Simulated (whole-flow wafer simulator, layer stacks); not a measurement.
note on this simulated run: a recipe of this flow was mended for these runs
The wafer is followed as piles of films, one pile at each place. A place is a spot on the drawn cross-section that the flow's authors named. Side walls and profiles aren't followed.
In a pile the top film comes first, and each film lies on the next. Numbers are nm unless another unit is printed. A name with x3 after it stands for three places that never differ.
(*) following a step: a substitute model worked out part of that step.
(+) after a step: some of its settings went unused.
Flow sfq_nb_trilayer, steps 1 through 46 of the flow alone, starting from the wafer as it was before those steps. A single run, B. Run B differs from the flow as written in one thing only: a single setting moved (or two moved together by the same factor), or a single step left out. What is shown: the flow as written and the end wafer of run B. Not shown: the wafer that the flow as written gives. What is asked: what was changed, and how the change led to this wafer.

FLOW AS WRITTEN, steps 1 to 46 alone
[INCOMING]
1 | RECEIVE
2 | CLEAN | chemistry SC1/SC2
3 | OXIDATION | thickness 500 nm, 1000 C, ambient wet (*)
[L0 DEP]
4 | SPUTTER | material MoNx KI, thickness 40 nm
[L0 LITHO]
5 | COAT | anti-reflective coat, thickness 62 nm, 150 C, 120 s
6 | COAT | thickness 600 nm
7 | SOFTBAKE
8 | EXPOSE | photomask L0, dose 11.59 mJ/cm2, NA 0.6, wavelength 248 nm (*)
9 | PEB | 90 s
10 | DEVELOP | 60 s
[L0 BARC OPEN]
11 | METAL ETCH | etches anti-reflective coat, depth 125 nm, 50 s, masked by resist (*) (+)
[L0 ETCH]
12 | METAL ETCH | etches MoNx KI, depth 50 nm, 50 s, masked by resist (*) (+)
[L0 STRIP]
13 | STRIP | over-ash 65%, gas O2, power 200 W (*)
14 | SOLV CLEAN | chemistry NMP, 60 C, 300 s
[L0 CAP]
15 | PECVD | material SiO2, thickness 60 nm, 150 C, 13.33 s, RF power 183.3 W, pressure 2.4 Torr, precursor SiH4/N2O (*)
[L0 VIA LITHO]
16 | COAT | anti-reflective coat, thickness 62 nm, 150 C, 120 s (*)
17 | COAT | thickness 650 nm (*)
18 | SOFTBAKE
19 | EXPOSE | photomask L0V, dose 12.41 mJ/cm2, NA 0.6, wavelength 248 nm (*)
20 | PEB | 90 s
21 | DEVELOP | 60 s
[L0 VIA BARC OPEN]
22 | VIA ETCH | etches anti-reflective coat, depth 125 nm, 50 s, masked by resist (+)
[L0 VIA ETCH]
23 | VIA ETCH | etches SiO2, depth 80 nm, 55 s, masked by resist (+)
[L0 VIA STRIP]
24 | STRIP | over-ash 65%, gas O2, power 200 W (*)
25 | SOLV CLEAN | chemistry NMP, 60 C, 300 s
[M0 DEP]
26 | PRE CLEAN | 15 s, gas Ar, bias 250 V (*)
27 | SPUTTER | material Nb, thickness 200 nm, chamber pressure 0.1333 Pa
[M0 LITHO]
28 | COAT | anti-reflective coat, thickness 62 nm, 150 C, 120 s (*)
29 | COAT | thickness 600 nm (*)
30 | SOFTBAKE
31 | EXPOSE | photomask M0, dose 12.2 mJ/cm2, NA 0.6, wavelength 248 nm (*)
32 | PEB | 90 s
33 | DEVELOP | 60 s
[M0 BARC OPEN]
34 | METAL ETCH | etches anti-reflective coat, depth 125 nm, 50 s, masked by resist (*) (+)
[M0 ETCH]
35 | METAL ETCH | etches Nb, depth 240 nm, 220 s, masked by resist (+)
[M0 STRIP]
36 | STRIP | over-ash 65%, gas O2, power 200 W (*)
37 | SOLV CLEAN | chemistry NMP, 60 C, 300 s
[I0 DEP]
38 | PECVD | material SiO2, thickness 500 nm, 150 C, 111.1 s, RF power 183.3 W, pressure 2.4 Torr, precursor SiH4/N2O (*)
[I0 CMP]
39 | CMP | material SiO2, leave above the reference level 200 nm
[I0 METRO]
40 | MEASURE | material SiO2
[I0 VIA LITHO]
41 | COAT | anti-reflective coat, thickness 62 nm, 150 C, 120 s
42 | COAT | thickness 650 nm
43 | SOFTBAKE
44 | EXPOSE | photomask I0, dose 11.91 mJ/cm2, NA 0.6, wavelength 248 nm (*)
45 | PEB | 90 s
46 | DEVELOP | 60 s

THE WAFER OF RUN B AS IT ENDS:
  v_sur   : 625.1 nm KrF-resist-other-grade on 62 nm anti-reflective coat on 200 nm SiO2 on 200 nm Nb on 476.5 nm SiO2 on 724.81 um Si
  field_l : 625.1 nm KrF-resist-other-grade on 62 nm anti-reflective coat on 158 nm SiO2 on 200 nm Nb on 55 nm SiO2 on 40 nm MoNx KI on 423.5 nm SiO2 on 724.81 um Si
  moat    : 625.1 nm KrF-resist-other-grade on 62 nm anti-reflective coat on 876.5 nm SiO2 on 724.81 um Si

What caused this: step 3, OXIDATION: 977 C was run, though the flow has 1000 C.

How this came from the change, step by step:
  3 | OXIDATION | thickness 500 nm, 1000 C, ambient wet (*)
      field_l, v_sur, via_wl and 103 more: +423.5 SiO2 (new film), -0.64 chemical SiO2 (all of it), -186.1 Si (in the flow as written it would be: +500 SiO2 (new film), -0.64 chemical SiO2 (all of it), -219.7 Si)
